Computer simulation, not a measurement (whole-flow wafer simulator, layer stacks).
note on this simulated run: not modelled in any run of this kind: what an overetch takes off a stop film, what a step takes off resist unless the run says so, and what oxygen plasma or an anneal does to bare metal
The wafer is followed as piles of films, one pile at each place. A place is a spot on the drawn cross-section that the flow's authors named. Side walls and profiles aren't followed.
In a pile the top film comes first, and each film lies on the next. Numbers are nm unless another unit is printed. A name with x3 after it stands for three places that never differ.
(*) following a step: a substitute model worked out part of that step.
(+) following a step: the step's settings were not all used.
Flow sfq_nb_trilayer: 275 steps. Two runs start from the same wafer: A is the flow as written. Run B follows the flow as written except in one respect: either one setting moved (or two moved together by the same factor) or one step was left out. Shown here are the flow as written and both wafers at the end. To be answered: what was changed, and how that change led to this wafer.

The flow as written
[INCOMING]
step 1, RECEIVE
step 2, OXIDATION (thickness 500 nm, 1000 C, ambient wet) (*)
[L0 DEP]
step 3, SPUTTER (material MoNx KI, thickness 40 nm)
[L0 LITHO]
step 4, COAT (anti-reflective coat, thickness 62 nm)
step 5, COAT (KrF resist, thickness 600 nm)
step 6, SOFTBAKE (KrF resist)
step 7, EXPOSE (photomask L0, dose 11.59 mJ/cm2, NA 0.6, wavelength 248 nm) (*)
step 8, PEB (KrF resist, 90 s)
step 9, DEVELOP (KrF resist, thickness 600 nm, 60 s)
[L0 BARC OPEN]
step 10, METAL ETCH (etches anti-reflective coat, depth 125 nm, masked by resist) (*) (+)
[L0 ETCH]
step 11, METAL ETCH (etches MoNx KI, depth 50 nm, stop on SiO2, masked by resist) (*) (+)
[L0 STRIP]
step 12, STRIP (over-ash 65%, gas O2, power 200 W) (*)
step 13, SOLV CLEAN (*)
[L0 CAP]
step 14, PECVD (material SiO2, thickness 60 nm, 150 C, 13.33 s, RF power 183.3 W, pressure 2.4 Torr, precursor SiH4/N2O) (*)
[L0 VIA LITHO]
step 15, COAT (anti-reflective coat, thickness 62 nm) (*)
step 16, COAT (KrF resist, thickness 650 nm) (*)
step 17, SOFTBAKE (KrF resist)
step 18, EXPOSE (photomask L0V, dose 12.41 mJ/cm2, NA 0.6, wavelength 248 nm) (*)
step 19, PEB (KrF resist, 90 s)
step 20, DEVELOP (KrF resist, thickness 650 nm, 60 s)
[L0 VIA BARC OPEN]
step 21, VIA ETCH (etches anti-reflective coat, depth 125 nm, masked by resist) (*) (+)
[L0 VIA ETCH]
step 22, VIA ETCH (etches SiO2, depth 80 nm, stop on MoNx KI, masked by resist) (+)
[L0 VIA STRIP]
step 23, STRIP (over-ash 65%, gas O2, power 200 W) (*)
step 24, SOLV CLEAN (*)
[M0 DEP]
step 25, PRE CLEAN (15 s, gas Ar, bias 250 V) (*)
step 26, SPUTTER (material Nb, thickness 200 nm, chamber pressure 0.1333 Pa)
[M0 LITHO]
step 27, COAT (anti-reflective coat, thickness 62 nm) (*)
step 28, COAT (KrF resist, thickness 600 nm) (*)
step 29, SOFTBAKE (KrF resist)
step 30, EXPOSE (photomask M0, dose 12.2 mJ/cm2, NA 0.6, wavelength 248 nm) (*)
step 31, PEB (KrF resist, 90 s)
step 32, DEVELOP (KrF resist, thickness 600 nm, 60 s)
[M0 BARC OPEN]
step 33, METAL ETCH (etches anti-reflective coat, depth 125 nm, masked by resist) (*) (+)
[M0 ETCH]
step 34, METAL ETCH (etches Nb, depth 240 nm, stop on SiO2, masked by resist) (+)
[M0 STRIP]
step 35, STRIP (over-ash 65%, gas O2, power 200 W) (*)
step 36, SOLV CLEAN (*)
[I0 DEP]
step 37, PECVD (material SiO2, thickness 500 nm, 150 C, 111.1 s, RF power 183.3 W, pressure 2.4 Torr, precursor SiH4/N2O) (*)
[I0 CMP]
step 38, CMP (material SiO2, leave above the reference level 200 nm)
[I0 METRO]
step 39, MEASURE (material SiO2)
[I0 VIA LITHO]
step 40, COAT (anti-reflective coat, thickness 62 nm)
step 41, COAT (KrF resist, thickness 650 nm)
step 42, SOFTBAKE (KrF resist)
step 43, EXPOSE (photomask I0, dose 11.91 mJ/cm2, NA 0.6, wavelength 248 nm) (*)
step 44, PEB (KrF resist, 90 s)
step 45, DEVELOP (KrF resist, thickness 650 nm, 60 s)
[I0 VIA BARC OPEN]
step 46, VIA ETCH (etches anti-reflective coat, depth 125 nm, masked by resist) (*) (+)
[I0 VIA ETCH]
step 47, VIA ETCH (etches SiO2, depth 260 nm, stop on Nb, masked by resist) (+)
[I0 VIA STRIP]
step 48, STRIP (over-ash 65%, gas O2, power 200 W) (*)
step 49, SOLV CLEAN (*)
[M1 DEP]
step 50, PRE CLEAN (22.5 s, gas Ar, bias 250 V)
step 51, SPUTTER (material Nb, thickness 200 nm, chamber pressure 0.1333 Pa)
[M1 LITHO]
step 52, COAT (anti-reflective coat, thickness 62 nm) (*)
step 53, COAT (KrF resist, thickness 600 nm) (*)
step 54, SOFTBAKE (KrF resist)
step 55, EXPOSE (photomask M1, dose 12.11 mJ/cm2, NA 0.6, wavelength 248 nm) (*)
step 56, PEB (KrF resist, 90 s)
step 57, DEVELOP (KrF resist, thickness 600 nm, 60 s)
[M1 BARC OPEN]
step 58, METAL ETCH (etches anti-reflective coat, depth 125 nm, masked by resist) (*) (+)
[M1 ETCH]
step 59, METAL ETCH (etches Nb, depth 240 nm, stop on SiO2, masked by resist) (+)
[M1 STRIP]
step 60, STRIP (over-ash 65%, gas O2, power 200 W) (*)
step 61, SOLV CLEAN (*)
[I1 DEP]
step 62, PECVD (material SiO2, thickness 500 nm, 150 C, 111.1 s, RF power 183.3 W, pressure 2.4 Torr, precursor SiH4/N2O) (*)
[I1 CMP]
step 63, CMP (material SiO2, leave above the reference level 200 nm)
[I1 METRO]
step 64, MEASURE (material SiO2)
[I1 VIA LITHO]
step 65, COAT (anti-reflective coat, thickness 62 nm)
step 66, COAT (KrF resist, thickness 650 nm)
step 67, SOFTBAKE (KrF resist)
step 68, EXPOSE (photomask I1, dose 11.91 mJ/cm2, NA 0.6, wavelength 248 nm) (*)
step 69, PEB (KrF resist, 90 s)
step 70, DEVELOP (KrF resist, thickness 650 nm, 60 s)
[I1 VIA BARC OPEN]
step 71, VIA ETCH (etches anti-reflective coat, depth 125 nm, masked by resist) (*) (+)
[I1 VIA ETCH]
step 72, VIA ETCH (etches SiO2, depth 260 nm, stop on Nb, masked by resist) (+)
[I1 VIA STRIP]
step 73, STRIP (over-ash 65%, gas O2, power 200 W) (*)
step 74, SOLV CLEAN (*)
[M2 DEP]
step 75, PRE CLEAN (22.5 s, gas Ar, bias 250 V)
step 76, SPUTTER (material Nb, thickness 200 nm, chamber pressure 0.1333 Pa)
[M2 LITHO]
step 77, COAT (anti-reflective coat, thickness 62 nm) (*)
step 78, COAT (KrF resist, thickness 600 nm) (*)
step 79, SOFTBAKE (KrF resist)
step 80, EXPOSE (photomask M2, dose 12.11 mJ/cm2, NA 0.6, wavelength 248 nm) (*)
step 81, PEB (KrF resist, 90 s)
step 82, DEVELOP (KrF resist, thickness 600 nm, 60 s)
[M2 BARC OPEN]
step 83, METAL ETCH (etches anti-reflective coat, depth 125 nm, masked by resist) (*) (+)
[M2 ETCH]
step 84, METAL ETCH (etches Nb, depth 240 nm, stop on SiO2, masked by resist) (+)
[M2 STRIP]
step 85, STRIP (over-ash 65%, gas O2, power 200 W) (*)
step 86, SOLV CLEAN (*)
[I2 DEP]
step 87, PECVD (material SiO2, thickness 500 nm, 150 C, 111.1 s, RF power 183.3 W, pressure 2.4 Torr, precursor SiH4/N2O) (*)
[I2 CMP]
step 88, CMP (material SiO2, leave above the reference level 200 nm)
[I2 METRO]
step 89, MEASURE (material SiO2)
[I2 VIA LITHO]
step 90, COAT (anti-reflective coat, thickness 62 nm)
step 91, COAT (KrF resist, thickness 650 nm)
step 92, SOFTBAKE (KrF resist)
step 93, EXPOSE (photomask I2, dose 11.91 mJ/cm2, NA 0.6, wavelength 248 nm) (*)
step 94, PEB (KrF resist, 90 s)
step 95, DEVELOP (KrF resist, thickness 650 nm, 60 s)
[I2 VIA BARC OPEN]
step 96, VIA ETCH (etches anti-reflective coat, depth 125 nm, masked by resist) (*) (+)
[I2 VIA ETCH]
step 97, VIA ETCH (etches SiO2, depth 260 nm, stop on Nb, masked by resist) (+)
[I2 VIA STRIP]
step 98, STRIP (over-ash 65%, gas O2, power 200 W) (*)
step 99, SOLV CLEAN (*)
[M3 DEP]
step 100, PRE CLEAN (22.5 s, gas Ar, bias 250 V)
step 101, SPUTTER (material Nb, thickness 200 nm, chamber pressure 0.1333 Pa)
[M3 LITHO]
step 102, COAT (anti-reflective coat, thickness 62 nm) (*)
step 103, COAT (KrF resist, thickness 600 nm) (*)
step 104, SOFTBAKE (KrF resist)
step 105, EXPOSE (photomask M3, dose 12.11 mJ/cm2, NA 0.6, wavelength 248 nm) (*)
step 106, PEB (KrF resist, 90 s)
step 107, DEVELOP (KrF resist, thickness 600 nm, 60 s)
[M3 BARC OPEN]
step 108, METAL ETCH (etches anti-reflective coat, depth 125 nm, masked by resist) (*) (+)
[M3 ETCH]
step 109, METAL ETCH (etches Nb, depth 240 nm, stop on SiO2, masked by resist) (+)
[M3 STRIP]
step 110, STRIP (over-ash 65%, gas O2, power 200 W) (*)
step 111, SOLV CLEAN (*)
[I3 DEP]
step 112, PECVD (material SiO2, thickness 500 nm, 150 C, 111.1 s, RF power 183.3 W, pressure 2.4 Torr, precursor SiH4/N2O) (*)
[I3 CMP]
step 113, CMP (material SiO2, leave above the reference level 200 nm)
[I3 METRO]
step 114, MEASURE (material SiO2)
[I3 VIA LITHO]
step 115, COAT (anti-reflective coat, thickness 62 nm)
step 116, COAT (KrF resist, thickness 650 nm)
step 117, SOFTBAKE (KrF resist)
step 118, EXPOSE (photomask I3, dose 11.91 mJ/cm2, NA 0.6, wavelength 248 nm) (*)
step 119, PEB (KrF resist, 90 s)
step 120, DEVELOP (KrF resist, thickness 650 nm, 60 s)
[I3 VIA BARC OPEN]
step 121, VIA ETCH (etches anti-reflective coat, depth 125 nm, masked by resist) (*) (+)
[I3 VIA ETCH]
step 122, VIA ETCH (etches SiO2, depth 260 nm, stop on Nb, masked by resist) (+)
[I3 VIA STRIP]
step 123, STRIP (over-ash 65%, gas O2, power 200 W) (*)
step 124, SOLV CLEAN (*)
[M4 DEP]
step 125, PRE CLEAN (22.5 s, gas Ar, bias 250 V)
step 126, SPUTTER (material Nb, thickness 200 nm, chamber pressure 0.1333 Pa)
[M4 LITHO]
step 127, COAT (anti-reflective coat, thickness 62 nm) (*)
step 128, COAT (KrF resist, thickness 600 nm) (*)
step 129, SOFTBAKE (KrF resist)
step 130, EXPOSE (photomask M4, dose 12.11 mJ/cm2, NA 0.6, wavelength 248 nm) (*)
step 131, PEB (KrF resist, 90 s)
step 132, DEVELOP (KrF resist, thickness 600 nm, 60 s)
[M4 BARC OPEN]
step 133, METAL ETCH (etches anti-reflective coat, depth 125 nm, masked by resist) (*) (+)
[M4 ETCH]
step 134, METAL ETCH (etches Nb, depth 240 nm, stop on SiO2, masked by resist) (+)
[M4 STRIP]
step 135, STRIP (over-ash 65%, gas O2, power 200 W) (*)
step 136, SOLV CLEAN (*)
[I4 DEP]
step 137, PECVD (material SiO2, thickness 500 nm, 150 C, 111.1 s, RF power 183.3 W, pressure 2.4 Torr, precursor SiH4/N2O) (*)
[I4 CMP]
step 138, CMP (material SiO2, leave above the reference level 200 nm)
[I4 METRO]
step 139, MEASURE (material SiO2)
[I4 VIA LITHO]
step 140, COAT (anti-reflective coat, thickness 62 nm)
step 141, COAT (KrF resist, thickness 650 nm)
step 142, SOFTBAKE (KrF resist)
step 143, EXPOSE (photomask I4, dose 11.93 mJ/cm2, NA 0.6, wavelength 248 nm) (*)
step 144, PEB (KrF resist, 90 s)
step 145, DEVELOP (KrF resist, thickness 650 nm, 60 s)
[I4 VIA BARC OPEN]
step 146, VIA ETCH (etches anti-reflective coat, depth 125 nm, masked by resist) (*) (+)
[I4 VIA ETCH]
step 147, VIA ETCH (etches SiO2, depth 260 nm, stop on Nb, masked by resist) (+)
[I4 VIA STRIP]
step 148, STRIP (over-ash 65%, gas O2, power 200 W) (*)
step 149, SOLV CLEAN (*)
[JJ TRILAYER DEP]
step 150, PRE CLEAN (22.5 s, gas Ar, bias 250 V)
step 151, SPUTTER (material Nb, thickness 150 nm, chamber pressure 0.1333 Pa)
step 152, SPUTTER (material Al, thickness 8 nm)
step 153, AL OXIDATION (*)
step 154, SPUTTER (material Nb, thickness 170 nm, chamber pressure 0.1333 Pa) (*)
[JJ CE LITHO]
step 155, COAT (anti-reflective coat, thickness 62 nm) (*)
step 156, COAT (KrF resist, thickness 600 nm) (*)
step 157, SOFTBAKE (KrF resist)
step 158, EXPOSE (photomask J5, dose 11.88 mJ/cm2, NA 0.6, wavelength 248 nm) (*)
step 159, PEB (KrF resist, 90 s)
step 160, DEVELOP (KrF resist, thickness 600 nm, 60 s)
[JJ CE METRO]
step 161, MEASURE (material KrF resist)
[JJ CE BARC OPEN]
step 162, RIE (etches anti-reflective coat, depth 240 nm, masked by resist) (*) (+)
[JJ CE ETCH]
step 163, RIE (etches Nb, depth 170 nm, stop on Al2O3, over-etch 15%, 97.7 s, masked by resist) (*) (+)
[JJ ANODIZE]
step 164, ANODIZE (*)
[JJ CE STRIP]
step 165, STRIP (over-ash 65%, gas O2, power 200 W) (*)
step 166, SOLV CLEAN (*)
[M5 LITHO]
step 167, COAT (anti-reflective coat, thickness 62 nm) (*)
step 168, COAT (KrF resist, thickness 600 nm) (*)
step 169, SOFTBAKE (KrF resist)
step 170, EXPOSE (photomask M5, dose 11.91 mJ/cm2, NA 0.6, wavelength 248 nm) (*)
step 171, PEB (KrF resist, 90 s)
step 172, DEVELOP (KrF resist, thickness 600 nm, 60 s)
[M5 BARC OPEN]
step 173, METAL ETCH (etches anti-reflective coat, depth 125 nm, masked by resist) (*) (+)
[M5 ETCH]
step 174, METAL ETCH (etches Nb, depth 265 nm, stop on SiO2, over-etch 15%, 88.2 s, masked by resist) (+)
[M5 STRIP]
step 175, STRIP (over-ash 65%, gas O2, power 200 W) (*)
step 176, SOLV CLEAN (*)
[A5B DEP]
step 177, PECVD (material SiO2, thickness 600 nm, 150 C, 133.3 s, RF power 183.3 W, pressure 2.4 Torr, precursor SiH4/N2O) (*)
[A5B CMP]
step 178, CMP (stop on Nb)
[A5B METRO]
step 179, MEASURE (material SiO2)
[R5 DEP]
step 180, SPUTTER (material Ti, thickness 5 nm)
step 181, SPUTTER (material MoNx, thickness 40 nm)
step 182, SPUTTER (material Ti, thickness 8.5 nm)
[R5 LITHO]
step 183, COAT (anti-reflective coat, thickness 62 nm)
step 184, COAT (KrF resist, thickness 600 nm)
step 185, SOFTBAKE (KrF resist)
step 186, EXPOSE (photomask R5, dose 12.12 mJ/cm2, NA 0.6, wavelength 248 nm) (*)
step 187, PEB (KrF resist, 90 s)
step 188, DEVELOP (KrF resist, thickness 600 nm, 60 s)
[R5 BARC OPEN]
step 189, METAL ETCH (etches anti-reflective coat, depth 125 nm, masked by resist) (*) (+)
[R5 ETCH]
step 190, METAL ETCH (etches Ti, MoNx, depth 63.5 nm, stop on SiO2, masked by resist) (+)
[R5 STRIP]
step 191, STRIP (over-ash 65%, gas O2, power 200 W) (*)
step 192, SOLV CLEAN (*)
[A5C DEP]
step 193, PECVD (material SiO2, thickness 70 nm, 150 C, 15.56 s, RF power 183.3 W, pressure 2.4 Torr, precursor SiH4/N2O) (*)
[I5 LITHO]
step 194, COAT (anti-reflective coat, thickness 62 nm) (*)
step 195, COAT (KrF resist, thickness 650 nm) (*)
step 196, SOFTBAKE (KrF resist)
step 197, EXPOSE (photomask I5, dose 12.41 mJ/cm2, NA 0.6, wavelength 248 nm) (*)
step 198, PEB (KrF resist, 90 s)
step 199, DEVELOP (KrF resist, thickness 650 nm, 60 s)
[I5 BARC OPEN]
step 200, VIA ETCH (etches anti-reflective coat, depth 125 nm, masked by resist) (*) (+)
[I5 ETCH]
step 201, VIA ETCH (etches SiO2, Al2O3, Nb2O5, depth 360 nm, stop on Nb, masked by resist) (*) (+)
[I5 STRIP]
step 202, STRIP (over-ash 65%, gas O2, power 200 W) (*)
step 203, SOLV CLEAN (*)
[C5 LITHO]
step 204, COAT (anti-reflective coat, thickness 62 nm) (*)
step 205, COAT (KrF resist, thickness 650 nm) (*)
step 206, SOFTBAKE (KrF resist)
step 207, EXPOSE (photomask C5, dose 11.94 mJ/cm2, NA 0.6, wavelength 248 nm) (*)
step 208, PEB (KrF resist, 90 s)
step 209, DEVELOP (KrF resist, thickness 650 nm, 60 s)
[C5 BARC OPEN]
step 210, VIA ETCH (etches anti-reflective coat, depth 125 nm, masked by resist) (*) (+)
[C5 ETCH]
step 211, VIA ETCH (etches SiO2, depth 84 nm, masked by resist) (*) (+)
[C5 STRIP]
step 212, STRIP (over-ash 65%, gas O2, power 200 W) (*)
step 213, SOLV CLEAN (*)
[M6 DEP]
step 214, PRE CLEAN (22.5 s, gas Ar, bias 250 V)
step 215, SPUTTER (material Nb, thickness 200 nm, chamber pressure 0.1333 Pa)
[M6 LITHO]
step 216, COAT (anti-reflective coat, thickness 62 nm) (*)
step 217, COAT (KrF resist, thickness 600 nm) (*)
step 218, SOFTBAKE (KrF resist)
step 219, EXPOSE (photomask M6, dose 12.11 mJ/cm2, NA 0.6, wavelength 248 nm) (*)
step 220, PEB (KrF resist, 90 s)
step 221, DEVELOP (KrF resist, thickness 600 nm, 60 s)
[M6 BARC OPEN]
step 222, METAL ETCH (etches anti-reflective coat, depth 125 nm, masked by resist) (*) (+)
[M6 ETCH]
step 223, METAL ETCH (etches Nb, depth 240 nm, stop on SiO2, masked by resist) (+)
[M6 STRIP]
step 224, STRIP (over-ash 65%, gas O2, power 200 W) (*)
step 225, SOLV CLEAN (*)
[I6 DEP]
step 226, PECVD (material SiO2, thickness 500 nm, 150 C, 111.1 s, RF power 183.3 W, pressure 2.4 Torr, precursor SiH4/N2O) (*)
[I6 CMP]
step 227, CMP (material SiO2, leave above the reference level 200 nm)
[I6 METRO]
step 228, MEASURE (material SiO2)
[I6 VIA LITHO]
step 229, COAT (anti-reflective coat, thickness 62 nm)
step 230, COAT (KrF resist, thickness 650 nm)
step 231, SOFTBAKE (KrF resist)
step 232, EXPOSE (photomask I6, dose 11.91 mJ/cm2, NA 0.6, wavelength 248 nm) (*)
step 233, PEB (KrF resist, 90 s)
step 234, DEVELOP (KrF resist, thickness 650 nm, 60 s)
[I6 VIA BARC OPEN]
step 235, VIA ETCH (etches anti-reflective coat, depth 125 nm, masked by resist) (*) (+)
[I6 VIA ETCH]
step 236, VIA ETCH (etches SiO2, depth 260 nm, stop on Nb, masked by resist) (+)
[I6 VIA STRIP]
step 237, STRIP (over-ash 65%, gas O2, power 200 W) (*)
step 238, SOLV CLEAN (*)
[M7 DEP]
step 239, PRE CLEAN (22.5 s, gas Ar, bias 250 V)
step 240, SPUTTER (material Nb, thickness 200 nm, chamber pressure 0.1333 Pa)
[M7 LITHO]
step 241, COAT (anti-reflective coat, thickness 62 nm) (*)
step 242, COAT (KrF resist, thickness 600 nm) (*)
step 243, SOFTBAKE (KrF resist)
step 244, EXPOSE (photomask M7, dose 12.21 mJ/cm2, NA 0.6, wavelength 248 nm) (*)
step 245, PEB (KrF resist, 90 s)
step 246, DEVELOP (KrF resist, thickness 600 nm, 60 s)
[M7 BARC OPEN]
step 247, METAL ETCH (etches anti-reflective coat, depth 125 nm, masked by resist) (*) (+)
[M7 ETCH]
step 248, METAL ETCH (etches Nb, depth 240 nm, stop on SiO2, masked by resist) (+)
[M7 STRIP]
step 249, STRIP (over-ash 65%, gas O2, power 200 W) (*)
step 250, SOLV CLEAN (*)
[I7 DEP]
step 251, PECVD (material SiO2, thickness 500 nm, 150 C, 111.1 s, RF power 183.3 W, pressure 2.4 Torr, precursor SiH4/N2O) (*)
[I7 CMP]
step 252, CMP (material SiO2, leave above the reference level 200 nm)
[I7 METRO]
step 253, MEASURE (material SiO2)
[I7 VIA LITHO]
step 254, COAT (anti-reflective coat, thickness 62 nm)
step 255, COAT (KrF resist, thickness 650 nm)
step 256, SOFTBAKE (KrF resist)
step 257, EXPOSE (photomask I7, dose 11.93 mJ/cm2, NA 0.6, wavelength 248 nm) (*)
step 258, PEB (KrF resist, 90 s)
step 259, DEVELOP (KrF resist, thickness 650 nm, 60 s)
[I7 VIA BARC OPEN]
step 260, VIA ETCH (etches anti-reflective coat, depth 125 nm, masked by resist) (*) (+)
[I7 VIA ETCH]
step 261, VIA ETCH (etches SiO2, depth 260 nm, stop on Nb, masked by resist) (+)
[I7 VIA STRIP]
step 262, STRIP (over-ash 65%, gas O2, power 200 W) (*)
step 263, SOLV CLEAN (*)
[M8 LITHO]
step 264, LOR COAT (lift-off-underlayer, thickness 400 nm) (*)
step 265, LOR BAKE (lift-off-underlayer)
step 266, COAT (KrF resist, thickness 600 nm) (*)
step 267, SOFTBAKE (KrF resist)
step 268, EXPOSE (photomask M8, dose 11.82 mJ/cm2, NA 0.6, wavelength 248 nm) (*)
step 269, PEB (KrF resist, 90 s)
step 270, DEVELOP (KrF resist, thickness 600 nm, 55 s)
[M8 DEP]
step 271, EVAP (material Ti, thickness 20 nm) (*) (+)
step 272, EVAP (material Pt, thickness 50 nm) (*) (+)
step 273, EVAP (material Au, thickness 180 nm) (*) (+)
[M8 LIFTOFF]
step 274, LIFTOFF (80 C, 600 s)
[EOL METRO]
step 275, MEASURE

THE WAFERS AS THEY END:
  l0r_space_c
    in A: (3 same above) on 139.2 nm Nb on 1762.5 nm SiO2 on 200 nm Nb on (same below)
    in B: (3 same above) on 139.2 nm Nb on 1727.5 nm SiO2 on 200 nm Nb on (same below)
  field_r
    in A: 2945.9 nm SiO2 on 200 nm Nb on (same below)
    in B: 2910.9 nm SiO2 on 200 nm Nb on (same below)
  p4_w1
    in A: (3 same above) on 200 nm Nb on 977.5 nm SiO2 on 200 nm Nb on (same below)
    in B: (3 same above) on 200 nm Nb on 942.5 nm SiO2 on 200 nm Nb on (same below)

Cause: step 76, SPUTTER: thickness 165 nm was run, whereas the flow has thickness 200 nm.

The path from the change to this, step by step:
  step 76, SPUTTER (material Nb, thickness 200 nm, chamber pressure 0.1333 Pa)
      field_l, v_sur, via_wl and 102 more: A +200 Nb (new film) | B +165 Nb (new film)
      via_v: A +174.5 Nb | B +144.4 Nb
  step 84, METAL ETCH (etches Nb, depth 240 nm, stop on SiO2, masked by resist) (+)
      field_l, be, be_sur and 81 more: A -200 Nb (all of it) | B -165 Nb (all of it)
  step 88, CMP (material SiO2, leave above the reference level 200 nm)
      field_l, be, be_sur and 81 more: A -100 SiO2 | B -135 SiO2
